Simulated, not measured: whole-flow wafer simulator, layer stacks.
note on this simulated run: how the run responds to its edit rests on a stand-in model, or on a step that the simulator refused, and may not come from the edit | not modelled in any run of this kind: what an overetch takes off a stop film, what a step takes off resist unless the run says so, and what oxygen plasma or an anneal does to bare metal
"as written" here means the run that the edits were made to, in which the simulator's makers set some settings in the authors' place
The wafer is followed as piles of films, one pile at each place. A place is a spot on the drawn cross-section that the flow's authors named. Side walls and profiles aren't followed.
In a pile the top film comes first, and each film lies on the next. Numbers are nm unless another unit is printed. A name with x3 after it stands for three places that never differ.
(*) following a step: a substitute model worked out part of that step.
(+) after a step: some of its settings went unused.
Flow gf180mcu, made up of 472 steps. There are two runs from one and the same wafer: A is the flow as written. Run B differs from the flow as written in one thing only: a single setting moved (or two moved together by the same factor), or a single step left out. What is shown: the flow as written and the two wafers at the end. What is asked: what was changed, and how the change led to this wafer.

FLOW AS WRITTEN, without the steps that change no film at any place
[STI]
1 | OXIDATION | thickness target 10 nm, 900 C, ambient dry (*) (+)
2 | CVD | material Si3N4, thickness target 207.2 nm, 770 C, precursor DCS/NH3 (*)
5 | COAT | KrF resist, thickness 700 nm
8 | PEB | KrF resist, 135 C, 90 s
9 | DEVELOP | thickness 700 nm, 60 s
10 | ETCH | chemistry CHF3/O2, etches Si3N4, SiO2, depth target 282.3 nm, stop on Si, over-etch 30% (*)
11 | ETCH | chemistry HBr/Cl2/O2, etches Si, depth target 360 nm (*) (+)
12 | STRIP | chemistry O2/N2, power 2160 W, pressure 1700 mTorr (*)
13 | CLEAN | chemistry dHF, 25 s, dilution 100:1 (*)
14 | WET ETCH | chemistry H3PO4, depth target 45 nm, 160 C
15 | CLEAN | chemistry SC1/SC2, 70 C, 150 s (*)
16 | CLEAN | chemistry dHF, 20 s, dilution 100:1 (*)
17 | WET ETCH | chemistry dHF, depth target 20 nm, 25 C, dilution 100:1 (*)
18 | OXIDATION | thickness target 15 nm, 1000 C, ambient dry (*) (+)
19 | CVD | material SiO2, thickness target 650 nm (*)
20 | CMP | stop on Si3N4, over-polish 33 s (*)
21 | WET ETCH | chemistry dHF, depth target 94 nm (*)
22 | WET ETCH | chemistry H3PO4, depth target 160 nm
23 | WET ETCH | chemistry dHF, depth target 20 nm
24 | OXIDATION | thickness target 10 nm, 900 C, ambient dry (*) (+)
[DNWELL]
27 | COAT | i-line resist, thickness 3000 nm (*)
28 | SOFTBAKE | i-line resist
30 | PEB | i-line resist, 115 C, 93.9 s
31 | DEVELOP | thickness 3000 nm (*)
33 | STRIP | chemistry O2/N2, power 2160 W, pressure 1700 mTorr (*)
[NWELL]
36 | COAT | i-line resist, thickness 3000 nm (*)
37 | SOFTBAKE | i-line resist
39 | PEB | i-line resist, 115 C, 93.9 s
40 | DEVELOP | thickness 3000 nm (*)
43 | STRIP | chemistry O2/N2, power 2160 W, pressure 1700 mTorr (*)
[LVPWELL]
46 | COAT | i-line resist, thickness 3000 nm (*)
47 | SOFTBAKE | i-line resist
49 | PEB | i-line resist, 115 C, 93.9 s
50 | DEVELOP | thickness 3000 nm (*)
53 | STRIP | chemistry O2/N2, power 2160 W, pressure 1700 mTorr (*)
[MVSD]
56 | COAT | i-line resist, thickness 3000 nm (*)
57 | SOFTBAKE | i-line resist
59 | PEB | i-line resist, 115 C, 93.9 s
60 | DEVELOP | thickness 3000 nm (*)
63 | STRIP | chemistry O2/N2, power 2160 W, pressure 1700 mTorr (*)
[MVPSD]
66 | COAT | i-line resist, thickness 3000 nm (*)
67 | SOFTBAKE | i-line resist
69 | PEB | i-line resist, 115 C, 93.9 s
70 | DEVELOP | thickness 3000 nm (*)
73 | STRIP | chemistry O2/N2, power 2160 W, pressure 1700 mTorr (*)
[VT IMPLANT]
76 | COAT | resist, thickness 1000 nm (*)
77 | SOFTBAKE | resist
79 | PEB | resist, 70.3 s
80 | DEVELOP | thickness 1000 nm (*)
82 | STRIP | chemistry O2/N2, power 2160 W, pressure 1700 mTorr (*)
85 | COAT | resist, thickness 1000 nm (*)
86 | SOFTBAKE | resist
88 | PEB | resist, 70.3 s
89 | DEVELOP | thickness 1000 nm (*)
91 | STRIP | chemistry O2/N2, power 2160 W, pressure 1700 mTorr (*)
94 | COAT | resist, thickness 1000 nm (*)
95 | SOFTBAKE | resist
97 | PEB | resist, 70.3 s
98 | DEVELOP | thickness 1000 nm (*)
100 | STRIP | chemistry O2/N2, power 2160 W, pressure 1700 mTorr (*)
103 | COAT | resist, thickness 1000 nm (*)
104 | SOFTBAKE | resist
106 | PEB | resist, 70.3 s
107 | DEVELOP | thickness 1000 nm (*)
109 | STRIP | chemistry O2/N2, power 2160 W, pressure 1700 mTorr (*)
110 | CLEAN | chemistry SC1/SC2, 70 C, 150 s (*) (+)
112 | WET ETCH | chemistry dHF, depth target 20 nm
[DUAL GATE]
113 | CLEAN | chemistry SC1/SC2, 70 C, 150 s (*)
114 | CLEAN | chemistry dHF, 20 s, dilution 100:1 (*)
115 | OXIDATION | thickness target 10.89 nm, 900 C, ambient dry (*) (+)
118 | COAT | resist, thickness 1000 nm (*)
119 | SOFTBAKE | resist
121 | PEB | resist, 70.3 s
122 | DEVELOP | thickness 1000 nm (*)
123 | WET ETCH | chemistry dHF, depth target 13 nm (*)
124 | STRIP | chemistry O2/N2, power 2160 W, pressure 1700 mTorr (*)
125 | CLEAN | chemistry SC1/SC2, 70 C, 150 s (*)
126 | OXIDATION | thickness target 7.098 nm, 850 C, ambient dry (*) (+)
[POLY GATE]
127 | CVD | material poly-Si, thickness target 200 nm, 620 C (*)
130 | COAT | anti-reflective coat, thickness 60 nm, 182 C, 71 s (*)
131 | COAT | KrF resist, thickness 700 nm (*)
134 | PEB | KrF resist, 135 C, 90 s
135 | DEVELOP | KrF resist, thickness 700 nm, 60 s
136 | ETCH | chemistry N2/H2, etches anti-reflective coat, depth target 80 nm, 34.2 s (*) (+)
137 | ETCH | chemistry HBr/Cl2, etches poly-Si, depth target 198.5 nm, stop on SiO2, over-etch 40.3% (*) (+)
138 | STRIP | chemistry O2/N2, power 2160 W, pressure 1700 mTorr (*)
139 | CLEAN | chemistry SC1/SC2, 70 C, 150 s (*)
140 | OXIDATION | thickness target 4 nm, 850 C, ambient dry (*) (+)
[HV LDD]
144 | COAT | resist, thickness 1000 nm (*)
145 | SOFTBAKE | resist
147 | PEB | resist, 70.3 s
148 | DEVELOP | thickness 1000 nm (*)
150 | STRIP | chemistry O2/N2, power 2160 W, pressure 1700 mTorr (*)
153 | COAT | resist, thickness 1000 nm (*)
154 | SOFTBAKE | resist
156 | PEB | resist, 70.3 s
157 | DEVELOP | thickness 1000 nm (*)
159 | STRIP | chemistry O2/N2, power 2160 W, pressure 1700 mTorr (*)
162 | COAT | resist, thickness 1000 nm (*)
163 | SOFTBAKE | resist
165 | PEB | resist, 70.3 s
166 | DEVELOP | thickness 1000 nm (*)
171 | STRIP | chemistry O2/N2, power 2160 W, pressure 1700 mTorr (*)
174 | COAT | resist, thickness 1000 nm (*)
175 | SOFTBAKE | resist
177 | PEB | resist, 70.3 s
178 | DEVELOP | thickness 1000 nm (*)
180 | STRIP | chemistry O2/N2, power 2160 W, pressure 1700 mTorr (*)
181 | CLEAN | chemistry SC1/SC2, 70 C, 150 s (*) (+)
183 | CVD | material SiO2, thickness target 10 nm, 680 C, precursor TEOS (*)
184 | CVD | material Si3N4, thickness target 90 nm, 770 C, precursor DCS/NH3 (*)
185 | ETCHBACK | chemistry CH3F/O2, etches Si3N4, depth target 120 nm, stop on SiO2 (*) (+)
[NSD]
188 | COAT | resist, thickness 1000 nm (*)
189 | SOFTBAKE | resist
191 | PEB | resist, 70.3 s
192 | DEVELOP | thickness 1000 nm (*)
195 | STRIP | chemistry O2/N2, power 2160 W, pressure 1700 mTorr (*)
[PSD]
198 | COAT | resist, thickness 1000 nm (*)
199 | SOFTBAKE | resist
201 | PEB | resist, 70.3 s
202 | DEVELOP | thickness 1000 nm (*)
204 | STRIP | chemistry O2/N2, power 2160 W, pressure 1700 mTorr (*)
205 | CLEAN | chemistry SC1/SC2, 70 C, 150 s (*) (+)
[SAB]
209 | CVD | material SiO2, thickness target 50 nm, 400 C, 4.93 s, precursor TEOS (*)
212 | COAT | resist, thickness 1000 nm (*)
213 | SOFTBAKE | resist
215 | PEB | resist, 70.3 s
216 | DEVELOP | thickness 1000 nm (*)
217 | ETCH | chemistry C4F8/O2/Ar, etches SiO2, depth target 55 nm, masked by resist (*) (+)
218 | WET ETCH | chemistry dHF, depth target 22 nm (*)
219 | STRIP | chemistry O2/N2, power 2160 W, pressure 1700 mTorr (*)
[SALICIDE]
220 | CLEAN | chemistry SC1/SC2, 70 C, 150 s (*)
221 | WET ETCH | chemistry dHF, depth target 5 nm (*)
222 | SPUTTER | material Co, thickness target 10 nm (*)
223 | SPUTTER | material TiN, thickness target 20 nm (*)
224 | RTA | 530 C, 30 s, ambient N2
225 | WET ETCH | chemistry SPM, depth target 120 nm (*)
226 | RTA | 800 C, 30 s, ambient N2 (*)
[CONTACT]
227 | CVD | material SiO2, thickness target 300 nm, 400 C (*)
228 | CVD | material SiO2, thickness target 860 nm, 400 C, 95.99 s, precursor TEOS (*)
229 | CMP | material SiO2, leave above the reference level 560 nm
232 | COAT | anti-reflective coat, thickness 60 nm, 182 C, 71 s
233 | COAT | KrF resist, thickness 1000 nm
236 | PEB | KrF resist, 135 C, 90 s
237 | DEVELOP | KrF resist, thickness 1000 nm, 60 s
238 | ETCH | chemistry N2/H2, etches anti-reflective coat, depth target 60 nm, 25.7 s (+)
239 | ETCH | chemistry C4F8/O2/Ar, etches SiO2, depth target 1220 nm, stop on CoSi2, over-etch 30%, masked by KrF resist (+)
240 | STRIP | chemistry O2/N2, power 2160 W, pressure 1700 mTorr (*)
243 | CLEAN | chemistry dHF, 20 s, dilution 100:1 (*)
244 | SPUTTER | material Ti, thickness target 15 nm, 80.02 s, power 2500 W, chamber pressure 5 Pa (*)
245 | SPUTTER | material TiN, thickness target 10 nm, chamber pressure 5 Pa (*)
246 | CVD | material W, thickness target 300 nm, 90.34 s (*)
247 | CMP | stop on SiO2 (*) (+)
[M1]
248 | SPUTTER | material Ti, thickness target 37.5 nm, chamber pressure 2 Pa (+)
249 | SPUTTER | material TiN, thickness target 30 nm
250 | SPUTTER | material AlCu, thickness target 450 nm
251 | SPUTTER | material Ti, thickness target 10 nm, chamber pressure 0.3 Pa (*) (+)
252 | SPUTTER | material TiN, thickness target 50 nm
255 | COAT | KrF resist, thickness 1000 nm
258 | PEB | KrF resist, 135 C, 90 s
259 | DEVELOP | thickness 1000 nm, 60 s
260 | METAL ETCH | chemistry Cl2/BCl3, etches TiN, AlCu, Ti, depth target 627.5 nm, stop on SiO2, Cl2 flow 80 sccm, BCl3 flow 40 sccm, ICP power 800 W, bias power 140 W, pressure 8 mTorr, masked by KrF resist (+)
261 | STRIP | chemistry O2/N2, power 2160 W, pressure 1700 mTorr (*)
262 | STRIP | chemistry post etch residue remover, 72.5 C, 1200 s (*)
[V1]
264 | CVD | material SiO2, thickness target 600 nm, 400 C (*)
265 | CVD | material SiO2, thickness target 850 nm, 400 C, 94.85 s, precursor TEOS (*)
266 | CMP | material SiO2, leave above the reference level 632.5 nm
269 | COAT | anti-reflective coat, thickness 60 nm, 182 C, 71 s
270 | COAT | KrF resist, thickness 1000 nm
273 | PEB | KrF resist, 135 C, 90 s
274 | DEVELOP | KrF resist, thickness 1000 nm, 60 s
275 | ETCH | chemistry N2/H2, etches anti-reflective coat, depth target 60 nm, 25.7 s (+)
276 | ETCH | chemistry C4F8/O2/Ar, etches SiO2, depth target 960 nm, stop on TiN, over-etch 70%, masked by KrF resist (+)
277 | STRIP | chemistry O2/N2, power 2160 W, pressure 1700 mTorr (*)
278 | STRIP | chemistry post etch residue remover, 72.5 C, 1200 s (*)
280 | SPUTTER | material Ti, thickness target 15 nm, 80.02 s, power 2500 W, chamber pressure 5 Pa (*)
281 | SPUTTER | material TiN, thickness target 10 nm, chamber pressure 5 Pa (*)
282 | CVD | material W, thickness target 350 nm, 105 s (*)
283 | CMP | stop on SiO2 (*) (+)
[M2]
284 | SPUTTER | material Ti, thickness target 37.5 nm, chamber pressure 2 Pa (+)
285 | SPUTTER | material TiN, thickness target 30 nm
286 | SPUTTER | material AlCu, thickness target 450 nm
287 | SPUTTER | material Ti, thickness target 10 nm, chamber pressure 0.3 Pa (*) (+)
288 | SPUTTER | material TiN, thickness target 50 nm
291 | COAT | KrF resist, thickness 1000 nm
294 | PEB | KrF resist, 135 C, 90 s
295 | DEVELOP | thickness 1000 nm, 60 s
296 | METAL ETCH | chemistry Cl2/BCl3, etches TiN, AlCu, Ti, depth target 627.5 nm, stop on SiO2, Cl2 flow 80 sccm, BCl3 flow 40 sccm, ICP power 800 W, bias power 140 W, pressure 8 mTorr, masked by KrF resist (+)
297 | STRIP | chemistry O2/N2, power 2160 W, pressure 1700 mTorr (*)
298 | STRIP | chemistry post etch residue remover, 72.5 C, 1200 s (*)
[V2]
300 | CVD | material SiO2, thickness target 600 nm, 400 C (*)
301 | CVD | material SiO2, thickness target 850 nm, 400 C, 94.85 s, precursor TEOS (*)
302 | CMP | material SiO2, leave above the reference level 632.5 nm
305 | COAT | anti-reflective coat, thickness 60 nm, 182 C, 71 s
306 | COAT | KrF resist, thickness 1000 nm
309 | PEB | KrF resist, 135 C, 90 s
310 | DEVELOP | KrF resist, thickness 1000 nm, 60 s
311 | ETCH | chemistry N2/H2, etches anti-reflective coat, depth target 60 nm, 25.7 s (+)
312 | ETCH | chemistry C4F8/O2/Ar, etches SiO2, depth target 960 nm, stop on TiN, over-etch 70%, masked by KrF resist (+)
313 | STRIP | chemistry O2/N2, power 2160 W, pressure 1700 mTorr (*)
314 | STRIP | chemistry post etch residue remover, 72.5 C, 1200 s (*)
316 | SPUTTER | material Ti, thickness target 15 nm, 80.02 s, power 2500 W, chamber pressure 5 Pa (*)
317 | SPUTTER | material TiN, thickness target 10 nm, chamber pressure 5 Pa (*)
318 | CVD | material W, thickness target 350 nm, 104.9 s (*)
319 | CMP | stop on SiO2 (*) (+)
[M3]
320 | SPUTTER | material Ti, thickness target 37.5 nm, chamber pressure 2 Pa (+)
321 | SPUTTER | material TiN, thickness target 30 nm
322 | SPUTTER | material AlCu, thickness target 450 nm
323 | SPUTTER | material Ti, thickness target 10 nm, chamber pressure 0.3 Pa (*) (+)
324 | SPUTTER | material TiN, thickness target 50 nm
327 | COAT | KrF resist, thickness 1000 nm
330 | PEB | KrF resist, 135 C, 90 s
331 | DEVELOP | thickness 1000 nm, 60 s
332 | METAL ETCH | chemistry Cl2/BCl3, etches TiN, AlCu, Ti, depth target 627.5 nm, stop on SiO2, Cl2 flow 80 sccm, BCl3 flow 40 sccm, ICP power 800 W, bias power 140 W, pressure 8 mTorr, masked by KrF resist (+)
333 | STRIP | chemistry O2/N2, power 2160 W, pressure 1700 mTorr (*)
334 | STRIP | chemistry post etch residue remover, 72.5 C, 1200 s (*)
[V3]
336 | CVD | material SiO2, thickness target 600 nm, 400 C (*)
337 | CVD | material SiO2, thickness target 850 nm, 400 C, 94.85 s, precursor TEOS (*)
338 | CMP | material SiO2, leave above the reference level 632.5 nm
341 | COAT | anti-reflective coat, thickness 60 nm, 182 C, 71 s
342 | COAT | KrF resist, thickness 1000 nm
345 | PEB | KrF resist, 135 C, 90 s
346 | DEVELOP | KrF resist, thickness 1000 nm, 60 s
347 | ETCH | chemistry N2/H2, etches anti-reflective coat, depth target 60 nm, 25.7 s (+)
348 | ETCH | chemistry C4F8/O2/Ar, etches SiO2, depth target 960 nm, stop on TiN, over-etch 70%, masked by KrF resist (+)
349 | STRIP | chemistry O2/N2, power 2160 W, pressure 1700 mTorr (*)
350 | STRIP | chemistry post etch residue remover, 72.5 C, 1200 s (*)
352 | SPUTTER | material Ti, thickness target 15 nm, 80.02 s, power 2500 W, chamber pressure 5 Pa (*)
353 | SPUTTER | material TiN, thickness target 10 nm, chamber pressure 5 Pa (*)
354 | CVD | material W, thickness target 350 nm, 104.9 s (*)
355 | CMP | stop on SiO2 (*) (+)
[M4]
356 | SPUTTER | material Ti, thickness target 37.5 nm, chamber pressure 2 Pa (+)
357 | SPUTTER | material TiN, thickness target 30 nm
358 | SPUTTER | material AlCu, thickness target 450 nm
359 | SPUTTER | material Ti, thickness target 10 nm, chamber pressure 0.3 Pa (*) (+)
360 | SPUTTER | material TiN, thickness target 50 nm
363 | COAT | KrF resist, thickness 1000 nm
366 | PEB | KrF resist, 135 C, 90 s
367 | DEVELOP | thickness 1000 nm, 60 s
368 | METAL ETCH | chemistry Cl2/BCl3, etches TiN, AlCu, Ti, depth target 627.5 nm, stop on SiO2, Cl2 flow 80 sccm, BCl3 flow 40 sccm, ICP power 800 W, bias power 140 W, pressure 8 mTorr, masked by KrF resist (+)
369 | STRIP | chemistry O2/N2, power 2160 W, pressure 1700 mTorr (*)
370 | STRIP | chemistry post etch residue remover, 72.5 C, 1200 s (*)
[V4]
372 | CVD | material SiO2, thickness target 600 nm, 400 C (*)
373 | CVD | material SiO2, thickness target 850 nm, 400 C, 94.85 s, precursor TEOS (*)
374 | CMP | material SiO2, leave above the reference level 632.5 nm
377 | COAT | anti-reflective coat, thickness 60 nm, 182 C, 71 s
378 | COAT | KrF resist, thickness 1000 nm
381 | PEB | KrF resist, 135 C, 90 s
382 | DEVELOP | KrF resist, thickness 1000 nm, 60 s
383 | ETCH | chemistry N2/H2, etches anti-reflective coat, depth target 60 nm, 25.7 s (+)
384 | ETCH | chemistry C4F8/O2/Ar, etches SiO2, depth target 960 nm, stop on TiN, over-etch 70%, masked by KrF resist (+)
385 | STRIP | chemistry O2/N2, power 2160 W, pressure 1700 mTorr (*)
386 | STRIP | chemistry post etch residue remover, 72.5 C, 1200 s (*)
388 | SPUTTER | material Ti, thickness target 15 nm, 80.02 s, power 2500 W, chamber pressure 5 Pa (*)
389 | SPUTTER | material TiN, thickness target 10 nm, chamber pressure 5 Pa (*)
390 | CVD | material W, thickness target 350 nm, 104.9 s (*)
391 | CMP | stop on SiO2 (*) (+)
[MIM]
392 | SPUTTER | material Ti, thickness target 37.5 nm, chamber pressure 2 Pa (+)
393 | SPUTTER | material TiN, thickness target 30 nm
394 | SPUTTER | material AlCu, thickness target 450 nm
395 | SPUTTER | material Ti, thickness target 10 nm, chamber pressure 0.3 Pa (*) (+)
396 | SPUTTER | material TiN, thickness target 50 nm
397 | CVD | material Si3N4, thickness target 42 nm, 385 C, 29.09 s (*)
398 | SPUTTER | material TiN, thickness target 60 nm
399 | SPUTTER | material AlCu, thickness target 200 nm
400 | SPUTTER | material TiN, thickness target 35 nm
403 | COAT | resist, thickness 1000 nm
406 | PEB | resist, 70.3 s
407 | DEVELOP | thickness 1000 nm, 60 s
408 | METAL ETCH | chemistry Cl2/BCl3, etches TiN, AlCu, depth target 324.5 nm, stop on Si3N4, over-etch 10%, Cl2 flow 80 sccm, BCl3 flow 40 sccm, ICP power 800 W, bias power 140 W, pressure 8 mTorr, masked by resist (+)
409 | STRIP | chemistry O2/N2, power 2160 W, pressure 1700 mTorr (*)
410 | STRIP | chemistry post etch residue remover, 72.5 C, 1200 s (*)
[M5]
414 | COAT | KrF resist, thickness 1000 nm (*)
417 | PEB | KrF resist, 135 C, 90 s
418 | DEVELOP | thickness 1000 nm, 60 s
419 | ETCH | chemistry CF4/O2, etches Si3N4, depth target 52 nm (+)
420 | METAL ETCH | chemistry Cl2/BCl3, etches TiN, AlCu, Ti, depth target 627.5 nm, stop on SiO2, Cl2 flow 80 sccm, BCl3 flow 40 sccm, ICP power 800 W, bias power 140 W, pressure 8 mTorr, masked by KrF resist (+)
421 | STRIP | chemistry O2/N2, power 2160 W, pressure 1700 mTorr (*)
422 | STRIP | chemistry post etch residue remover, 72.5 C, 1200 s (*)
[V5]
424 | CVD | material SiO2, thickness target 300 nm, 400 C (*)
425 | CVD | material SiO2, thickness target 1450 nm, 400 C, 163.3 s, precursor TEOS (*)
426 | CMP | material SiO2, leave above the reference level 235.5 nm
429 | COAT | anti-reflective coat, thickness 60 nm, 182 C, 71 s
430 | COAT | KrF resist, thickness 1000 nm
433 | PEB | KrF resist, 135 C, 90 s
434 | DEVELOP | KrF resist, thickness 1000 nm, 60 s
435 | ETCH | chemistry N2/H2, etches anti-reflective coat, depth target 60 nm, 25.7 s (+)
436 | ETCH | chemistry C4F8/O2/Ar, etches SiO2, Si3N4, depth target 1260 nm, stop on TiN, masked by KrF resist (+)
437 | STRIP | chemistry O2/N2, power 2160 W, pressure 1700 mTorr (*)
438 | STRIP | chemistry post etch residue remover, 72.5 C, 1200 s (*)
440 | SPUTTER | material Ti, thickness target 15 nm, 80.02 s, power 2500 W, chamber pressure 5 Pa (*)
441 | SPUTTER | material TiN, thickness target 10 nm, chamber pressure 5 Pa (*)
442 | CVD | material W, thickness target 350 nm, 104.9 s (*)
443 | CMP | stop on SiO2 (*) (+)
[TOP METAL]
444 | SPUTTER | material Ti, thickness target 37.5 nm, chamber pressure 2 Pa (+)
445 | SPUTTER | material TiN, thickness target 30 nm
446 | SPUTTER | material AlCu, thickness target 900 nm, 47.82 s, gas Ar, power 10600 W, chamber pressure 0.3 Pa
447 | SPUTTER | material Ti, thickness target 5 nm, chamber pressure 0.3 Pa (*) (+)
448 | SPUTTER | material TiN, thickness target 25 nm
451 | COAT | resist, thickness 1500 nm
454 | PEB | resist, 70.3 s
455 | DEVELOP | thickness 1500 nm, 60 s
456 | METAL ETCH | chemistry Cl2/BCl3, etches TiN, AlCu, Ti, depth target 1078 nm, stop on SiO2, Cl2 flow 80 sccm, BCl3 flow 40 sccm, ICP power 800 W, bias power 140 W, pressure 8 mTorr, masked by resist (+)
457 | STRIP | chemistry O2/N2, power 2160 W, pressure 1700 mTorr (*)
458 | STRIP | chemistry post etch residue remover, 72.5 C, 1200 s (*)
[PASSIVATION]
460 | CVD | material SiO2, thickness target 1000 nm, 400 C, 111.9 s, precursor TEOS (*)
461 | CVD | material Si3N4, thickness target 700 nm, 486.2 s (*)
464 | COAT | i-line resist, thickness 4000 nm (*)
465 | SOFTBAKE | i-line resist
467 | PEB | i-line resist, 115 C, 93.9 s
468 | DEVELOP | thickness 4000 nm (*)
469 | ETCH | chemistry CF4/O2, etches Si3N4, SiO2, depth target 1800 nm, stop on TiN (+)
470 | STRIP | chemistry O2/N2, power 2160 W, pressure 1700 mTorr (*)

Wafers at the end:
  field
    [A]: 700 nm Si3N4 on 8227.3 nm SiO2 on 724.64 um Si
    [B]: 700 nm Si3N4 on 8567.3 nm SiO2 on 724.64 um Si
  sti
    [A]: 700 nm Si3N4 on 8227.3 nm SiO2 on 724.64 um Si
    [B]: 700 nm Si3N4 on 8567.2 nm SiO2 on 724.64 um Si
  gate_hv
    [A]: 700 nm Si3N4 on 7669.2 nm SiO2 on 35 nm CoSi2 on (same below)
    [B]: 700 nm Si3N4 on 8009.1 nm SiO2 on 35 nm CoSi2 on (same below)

The reason: step 302, CMP: leave above the reference level 974.1 nm was run, whereas the flow has leave above the reference level 632.5 nm.

Step by step, how the change led to this:
  302 | CMP | material SiO2, leave above the reference level 632.5 nm
      field, field__w1, field__w2 and 103 more: A -300 SiO2 | B nothing
      field__w8, contact, m1, m1__w1, m1_nw: A -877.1 SiO2 | B -535.5 SiO2
  305 | COAT | anti-reflective coat, thickness 60 nm, 182 C, 71 s
      field: A +60 anti-reflective coat (new film) | B +76.6 anti-reflective coat (new film)
      field__w8: A +60 anti-reflective coat (new film) | B +36.6 anti-reflective coat (new film)
      (and at 11 other places as well)
  311 | ETCH | chemistry N2/H2, etches anti-reflective coat, depth target 60 nm, 25.7 s (+)
      contact: A -60 anti-reflective coat (all of it), -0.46 SiO2 | B -38.1 anti-reflective coat (all of it), -1.02 SiO2
  312 | ETCH | chemistry C4F8/O2/Ar, etches SiO2, depth target 960 nm, stop on TiN, over-etch 70%, masked by KrF resist (+)
      contact: A -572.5 SiO2 (all of it) | B -913.5 SiO2 (all of it)
  313 | STRIP | chemistry O2/N2, power 2160 W, pressure 1700 mTorr (*)
      field: A -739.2 KrF resist (all of it), -60 anti-reflective coat (all of it) | B -731 KrF resist (all of it), -76.6 anti-reflective coat (all of it)
      field__w8: A -739.2 KrF resist (all of it), -60 anti-reflective coat (all of it) | B -735.1 KrF resist (all of it), -36.6 anti-reflective coat (all of it)
      (and at 10 other places as well)
  316 | SPUTTER | material Ti, thickness target 15 nm, 80.02 s, power 2500 W, chamber pressure 5 Pa (*)
      contact: A +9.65 Ti (new film) | B +8.11 Ti (new film)
  317 | SPUTTER | material TiN, thickness target 10 nm, chamber pressure 5 Pa (*)
      contact: A +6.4 TiN (new film) | B +5.38 TiN (new film)
  318 | CVD | material W, thickness target 350 nm, 104.9 s (*)
      contact: A +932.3 W (new film) | B +1234.8 W (new film)
  319 | CMP | stop on SiO2 (*) (+)
      m1, m1__w1, m1_nw: A -350 W (all of it), -10 TiN (all of it), -15 Ti (all of it), -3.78 SiO2 | B -350 W (all of it), -10 TiN (all of it), -15 Ti (all of it), -5.4 SiO2
      field__w8: A -350 W (all of it), -10 TiN (all of it), -15 Ti (all of it), -3.78 SiO2 | B -350 W (all of it), -10 TiN (all of it), -15 Ti (all of it), -5.41 SiO2
  327 | COAT | KrF resist, thickness 1000 nm
      field__w8: A +1000 KrF resist (new film) | B +967.1 KrF resist (new film)
      m1: A +1000 KrF resist (new film) | B +966.6 KrF resist (new film)
      (and at 2 other places as well)
  333 | STRIP | chemistry O2/N2, power 2160 W, pressure 1700 mTorr (*)
      field__w8: A -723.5 KrF resist (all of it) | B -691 KrF resist (all of it)
      m1: A -723.5 KrF resist (all of it) | B -690.4 KrF resist (all of it)
      (and at 2 other places as well)
  338 | CMP | material SiO2, leave above the reference level 632.5 nm
      field, field__w1, field__w2 and 103 more: A -300 SiO2 | B -260 SiO2
      contact: A -877.1 SiO2 | B -837.1 SiO2
  348 | ETCH | chemistry C4F8/O2/Ar, etches SiO2, depth target 960 nm, stop on TiN, over-etch 70%, masked by KrF resist (+)
      contact: A -572.5 SiO2 (all of it) | B -612.5 SiO2 (all of it)
  354 | CVD | material W, thickness target 350 nm, 104.9 s (*)
      contact: A +932.3 W (new film) | B +972.4 W (new film)
